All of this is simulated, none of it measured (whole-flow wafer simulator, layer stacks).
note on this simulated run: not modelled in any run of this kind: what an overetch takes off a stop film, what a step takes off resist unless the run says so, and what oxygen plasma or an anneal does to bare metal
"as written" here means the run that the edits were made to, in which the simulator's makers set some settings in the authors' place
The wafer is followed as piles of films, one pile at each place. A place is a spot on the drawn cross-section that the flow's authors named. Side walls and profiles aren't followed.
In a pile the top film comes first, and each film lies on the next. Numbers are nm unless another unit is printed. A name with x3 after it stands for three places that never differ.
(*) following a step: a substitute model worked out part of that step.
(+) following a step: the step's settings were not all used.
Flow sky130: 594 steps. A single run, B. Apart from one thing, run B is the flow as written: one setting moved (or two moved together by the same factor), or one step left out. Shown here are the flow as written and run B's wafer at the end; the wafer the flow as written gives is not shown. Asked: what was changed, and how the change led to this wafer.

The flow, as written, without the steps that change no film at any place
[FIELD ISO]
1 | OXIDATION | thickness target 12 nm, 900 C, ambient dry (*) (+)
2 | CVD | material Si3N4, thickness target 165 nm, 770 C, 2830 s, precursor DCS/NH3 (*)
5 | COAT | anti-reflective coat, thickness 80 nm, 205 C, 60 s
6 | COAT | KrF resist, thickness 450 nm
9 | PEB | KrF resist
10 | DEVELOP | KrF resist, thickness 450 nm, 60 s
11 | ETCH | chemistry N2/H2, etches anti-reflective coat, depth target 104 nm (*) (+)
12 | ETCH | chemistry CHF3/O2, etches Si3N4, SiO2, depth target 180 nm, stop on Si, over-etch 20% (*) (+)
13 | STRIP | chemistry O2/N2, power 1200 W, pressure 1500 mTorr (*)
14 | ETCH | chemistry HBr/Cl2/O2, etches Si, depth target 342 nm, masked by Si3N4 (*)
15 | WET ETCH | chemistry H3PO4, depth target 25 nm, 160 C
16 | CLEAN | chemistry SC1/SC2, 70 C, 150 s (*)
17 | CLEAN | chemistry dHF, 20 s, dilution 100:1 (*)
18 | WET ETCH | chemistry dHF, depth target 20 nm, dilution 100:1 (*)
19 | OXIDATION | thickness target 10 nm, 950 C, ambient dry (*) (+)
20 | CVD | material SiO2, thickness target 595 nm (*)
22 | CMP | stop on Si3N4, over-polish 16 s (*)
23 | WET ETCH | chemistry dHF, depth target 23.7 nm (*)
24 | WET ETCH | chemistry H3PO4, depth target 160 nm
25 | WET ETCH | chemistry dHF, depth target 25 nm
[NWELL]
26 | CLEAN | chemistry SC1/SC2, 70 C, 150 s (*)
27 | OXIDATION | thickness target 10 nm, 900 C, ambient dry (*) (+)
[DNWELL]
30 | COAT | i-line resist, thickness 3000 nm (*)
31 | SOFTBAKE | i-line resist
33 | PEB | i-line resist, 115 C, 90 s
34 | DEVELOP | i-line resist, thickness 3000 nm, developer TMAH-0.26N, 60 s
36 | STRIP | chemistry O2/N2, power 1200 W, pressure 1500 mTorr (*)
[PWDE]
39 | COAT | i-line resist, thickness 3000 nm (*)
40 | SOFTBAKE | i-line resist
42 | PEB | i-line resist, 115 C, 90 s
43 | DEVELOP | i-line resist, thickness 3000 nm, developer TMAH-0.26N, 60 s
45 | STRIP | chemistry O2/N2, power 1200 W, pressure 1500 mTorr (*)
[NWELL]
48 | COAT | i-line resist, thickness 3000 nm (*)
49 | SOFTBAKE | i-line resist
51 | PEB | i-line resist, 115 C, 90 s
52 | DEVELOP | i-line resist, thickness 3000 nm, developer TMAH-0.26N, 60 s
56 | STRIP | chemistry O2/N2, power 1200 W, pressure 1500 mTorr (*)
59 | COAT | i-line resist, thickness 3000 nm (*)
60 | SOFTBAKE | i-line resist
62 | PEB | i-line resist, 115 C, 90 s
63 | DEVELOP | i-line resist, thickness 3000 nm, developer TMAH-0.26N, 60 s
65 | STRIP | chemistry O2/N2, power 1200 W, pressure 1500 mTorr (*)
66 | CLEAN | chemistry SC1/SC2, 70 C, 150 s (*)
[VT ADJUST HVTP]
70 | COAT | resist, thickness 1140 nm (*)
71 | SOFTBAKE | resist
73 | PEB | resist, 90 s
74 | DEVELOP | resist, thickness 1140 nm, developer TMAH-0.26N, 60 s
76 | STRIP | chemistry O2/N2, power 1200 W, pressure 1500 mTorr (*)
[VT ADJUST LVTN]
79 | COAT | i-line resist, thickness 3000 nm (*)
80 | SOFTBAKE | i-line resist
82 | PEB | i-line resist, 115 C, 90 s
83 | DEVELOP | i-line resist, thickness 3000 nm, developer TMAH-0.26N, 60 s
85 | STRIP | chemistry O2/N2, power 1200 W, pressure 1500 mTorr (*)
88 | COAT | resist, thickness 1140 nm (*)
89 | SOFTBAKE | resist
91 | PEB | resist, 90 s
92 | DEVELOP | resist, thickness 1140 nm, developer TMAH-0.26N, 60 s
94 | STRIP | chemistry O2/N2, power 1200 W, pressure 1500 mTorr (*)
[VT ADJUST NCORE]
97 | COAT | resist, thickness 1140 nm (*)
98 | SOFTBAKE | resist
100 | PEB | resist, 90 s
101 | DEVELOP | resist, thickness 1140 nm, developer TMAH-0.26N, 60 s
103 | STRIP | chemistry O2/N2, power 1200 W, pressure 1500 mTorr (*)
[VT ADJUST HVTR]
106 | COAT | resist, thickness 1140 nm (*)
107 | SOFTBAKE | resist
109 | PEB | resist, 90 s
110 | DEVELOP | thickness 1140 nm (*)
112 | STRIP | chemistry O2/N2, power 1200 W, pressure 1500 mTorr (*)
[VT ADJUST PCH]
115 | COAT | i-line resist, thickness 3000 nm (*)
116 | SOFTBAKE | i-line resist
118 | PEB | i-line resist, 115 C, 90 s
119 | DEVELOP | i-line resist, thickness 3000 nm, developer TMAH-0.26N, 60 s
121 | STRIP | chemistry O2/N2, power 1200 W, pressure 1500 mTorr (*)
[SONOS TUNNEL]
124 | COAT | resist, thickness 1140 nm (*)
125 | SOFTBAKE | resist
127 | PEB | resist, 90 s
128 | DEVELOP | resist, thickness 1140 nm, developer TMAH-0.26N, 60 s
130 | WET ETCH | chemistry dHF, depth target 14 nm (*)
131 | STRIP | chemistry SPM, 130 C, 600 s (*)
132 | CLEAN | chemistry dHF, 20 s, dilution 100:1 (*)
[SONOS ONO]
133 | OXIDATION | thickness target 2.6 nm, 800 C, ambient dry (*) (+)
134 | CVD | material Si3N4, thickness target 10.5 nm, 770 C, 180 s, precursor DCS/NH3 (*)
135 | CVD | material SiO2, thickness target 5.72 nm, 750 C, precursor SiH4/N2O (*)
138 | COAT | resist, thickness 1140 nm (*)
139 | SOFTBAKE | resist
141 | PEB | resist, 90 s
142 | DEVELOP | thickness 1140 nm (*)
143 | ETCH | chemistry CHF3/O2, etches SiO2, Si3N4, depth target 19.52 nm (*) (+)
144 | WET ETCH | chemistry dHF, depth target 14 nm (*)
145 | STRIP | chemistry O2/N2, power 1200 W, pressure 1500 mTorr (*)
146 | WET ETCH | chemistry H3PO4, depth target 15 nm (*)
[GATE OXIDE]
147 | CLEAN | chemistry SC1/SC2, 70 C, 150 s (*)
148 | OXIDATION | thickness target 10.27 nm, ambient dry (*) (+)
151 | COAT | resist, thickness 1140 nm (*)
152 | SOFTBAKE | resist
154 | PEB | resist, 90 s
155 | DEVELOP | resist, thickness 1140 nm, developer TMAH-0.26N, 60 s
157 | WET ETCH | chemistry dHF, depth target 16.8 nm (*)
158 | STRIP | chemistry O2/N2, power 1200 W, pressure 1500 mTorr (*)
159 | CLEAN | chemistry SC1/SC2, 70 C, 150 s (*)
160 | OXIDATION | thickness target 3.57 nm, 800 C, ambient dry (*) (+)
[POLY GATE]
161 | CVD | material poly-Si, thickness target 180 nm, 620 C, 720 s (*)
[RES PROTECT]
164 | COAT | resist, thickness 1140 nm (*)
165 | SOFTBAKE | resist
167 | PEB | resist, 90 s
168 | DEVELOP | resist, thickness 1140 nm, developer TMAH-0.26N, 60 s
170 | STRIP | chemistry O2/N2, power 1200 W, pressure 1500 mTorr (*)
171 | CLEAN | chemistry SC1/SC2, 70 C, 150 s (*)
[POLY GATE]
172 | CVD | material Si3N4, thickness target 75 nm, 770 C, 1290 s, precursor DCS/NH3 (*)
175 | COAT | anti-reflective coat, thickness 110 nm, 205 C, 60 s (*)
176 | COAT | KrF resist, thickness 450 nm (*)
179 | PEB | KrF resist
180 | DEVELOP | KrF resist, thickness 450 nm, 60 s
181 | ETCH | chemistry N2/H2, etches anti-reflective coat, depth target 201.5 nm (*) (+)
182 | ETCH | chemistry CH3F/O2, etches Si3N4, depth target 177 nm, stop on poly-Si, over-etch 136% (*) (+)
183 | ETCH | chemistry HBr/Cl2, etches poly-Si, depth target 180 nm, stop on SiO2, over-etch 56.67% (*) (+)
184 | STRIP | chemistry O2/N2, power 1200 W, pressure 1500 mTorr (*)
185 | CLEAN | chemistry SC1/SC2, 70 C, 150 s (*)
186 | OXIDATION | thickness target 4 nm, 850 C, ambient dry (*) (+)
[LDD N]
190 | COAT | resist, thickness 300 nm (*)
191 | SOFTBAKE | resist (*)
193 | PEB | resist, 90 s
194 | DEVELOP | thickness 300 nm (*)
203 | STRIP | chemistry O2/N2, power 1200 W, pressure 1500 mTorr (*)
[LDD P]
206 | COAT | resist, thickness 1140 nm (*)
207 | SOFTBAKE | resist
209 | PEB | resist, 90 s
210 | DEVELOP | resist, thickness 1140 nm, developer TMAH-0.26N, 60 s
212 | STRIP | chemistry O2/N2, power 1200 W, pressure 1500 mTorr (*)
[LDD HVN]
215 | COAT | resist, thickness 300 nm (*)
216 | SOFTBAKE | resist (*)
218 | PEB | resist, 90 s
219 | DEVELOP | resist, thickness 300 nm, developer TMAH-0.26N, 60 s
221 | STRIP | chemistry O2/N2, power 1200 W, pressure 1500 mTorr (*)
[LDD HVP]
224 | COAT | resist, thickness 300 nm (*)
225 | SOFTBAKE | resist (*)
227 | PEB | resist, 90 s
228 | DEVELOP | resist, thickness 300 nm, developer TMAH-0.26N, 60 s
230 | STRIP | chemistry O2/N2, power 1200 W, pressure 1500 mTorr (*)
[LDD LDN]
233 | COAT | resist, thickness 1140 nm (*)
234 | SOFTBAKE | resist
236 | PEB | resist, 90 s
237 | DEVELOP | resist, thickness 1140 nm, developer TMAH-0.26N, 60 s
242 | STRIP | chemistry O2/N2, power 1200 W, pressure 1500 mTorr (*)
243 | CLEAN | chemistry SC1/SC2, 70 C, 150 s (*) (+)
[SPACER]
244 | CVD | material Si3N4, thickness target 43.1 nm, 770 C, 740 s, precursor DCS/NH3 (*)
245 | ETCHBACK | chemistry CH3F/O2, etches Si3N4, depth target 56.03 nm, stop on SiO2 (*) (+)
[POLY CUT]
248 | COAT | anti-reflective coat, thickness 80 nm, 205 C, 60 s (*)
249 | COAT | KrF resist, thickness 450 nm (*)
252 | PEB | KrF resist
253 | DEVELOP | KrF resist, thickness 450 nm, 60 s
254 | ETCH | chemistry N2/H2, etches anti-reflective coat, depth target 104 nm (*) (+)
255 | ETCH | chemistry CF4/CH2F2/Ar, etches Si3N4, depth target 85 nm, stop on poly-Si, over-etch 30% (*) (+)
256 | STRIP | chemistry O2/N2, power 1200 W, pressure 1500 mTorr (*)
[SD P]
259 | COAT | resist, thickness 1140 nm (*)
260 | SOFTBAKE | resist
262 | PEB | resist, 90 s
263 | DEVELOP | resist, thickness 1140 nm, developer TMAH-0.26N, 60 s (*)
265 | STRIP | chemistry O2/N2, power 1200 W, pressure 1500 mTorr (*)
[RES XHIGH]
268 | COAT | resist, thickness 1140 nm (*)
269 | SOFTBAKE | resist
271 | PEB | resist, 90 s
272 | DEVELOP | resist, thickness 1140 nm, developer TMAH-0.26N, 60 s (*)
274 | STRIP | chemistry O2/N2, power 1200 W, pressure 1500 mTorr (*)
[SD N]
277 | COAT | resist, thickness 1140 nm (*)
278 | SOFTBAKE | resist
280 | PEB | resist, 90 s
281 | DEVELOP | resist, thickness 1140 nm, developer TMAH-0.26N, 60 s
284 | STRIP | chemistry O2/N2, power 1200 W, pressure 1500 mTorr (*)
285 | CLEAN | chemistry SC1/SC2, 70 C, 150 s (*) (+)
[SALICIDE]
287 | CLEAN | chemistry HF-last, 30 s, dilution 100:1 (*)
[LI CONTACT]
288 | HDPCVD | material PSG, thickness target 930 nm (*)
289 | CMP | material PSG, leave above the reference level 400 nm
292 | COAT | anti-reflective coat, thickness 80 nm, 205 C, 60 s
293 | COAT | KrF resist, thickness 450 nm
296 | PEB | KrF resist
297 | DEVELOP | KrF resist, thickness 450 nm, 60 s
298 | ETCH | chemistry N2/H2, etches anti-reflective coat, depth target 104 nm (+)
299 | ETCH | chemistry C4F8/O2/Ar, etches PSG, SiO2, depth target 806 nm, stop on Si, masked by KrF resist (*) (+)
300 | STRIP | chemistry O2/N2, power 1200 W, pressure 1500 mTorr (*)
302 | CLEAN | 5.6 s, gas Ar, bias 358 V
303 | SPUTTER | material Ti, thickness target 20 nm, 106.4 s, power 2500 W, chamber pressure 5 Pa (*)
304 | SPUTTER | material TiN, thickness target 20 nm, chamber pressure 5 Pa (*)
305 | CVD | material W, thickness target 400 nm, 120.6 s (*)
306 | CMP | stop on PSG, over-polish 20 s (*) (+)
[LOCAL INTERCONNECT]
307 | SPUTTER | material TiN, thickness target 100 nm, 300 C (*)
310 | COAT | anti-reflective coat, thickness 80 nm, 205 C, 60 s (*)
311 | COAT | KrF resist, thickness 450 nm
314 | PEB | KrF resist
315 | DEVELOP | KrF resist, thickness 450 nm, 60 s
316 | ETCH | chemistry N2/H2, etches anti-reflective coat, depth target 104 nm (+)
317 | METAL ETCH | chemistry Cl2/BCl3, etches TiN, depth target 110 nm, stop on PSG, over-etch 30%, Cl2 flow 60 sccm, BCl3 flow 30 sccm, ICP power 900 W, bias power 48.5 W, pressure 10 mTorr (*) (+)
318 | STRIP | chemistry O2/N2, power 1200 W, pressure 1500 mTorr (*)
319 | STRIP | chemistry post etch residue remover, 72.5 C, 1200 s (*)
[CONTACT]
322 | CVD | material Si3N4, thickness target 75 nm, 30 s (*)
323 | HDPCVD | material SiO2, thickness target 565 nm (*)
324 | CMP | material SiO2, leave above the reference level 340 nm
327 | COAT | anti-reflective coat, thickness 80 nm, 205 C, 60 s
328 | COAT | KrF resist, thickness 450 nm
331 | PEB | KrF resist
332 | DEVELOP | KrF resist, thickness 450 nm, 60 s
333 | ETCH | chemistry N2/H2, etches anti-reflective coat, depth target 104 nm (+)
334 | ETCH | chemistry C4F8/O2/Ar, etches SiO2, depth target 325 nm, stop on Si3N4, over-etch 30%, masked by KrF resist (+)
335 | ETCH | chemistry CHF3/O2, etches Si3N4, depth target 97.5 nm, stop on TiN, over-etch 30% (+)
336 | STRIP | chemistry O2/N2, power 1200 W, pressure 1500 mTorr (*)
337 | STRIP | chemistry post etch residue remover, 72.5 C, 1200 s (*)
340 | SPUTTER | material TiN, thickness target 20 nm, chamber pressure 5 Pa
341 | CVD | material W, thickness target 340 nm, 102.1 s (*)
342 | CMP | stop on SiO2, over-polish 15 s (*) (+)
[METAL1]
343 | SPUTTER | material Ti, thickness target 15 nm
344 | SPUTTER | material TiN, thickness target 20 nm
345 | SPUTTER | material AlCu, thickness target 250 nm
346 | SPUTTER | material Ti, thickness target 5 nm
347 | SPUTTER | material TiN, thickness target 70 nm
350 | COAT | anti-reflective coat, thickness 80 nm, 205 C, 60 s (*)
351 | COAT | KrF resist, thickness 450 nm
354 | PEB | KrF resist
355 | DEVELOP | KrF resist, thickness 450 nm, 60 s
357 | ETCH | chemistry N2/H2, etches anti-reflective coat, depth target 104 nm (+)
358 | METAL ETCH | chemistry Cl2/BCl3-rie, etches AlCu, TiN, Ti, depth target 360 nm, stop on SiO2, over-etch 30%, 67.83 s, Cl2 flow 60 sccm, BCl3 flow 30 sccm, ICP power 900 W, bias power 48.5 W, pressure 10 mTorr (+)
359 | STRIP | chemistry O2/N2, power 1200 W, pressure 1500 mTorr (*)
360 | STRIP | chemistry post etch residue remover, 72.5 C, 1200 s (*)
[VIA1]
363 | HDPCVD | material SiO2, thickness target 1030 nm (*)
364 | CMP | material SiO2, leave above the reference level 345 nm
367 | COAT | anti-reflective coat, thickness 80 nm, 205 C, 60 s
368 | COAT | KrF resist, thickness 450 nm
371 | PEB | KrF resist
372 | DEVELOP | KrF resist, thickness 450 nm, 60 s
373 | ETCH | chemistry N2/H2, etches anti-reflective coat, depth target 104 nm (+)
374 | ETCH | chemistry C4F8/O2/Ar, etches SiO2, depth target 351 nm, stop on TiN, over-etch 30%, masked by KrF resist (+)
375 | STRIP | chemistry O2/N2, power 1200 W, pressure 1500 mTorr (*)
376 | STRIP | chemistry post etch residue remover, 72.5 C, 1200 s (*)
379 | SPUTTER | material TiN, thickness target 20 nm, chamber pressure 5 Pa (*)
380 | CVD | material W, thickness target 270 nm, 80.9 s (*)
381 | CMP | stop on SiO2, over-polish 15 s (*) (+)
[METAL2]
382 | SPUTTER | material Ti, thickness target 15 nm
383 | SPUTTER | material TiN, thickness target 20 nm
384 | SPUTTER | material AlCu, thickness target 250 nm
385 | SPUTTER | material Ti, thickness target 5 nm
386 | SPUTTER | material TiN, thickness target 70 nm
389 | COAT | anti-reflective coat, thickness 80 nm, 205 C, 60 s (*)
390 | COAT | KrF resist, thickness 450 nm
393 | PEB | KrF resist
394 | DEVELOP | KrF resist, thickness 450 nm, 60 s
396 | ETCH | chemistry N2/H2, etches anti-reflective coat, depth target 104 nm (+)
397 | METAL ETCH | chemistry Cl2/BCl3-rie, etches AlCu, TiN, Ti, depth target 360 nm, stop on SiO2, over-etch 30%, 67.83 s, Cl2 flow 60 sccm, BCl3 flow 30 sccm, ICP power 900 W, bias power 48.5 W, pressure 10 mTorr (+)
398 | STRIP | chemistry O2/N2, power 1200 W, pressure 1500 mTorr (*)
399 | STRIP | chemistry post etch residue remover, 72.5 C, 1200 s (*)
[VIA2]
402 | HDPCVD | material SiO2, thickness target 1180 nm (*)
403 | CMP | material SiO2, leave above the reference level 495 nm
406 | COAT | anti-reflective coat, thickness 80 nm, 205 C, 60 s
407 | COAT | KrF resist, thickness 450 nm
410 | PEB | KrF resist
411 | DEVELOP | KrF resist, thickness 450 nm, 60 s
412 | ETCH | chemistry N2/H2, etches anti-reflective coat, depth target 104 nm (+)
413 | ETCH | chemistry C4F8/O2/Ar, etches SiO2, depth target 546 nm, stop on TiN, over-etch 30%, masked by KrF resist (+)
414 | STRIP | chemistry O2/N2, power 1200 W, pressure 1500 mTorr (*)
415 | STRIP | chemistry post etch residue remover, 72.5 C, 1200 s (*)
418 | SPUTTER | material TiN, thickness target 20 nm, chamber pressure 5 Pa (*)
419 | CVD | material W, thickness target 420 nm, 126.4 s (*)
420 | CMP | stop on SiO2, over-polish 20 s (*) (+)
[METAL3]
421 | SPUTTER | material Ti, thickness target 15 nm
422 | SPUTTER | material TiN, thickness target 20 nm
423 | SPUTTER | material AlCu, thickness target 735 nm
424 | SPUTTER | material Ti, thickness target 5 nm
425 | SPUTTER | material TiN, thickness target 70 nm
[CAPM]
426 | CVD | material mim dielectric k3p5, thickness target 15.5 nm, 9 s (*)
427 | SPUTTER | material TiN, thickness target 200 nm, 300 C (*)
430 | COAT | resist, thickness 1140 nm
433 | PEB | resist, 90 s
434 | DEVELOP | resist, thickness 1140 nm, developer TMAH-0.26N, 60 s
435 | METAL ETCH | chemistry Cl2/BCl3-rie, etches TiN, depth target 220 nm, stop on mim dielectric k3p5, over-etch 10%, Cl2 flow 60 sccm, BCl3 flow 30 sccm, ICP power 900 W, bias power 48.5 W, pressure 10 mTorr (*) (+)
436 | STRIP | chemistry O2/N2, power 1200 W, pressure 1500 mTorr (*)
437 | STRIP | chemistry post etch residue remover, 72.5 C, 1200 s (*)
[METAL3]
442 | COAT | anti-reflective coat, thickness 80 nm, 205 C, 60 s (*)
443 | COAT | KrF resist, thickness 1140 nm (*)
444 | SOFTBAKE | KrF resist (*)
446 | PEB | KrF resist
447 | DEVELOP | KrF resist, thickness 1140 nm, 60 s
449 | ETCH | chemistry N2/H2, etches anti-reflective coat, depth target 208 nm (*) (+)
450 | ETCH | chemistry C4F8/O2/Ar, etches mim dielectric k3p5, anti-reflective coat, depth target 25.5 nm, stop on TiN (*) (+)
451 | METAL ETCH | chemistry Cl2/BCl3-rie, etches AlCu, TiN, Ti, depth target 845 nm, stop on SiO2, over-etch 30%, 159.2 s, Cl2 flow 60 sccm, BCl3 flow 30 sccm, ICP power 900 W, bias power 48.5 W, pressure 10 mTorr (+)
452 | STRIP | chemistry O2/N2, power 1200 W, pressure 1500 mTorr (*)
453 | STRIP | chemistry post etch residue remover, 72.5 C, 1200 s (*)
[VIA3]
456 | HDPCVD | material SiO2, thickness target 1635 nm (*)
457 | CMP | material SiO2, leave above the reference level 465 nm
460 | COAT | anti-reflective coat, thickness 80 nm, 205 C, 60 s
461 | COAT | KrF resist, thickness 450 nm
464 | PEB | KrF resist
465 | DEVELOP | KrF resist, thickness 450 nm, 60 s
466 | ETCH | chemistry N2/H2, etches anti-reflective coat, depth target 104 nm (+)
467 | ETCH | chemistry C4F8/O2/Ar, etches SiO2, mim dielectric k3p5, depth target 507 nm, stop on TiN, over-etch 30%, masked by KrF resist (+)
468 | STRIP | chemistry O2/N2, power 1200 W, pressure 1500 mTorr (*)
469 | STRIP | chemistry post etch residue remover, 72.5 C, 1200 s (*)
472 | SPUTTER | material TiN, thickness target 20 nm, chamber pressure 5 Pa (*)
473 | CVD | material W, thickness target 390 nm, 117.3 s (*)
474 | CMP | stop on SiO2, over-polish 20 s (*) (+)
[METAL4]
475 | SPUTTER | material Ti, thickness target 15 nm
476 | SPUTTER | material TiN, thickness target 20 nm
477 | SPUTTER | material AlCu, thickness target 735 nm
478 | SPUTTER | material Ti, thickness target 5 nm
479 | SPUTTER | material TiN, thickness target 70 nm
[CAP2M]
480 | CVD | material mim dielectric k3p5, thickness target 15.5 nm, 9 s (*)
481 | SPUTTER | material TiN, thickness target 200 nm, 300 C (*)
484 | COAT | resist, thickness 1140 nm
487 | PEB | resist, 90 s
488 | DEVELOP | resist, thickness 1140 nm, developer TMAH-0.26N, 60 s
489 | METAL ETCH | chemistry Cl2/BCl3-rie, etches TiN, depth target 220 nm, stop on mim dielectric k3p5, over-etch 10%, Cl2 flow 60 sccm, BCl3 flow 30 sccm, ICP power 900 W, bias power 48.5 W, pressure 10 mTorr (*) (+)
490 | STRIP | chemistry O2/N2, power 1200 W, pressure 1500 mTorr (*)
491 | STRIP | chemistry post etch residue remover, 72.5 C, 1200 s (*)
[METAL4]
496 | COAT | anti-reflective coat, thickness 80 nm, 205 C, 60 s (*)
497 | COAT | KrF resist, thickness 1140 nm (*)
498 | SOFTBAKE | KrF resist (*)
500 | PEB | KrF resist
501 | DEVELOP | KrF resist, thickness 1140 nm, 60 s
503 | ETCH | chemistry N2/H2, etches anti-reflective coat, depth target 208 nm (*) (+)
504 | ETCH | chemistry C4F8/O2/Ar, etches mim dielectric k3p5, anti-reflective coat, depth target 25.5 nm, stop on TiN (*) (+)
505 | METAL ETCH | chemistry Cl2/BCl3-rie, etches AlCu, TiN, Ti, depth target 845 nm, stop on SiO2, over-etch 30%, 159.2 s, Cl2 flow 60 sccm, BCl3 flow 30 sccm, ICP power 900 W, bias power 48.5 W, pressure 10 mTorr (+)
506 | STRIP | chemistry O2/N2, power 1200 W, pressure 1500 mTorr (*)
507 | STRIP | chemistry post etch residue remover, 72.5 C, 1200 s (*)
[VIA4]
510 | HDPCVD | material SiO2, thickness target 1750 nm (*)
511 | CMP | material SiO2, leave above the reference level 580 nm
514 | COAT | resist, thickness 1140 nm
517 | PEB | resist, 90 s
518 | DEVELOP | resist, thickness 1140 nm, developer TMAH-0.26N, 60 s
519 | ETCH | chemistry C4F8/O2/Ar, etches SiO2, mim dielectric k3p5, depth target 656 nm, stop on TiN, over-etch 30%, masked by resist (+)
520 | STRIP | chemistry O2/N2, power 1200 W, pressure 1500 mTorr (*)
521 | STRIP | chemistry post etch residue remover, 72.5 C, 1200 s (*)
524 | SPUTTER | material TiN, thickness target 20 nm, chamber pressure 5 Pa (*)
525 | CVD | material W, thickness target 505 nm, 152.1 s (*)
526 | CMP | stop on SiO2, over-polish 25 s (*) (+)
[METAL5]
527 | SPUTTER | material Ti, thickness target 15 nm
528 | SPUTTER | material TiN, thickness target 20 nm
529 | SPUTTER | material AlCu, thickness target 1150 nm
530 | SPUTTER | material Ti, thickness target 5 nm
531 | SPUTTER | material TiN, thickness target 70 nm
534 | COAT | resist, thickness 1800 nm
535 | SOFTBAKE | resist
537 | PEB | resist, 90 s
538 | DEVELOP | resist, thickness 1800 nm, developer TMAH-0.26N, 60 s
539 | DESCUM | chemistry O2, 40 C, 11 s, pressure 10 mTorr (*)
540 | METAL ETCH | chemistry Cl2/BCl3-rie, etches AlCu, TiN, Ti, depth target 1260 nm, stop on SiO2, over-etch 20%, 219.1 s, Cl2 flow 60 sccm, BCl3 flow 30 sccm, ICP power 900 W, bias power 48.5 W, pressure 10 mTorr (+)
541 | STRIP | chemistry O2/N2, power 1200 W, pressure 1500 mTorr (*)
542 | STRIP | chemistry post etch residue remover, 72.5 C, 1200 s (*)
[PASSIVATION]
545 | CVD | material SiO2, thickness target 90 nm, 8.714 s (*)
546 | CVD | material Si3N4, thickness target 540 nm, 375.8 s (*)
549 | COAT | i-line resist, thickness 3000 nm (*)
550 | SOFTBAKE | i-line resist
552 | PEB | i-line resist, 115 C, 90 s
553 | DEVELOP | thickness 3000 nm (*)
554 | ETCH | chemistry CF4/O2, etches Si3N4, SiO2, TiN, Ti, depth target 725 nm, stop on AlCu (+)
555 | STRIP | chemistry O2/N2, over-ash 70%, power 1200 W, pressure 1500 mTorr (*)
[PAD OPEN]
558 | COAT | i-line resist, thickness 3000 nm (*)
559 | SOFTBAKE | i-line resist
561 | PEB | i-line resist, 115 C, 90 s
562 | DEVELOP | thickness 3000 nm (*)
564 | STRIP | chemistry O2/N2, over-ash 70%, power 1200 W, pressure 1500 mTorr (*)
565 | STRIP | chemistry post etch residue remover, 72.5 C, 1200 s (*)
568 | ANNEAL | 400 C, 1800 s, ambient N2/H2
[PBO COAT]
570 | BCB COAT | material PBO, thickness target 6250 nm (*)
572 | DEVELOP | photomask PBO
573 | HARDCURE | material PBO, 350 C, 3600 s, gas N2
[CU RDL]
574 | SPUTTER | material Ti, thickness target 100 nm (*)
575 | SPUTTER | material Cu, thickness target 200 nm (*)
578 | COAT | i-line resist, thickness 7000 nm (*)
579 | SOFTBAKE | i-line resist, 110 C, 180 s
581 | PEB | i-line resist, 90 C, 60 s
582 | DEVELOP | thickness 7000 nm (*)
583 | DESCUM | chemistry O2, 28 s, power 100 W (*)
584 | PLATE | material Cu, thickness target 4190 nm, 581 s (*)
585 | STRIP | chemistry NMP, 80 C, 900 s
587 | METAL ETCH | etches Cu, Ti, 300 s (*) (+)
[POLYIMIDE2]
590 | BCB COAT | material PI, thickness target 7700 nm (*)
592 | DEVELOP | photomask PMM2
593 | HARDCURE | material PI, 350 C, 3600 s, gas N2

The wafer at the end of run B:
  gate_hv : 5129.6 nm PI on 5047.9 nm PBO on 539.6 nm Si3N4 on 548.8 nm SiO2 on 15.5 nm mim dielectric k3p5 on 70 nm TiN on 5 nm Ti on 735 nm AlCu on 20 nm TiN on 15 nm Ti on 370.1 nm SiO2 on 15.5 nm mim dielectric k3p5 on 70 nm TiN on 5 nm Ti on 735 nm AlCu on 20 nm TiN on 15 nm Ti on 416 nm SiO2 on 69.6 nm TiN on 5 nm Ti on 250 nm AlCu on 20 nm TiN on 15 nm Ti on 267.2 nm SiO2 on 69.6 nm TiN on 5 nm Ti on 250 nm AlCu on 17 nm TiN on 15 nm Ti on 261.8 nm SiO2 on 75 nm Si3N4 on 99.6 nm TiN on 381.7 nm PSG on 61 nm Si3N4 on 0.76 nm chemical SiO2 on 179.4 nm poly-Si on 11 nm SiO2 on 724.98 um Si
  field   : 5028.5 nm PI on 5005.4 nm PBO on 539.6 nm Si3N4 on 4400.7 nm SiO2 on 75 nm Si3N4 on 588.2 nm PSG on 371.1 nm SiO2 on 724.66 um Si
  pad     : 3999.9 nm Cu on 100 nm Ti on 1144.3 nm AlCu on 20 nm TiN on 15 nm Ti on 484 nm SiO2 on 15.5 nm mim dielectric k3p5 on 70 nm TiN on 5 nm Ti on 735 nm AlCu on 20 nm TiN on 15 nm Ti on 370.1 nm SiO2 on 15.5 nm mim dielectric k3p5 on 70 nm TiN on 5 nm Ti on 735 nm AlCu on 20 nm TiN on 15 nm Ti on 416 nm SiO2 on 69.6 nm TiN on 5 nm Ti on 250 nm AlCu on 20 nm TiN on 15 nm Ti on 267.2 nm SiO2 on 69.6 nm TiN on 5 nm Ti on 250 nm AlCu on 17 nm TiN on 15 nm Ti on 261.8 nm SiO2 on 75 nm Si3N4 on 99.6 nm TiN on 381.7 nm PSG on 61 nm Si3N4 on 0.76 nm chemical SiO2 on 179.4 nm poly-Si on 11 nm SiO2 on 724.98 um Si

What caused this: step 344, SPUTTER: thickness target 17 nm was run, though the flow has thickness target 20 nm.
One can read it off the wafer: gate_hv has TiN 17, and step 344 as written asks for 20 nm.

How this came from the change, step by step:
  344 | SPUTTER | material TiN, thickness target 20 nm
      field, active, n_well and 188 more: +17 TiN (new film) (as written it would have been: +20 TiN (new film))
  358 | METAL ETCH | chemistry Cl2/BCl3-rie, etches AlCu, TiN, Ti, depth target 360 nm, stop on SiO2, over-etch 30%, 67.83 s, Cl2 flow 60 sccm, BCl3 flow 30 sccm, ICP power 900 W, bias power 48.5 W, pressure 10 mTorr (+)
      field, active, gate and 81 more: -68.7 TiN (all of it), -5 Ti (all of it), -250 AlCu (all of it), -17 TiN (all of it), -15 Ti (all of it), -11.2 SiO2 (as written it would have been: -68.7 TiN (all of it), -5 Ti (all of it), -250 AlCu (all of it), -20 TiN (all of it), -15 Ti (all of it), -10.9 SiO2)
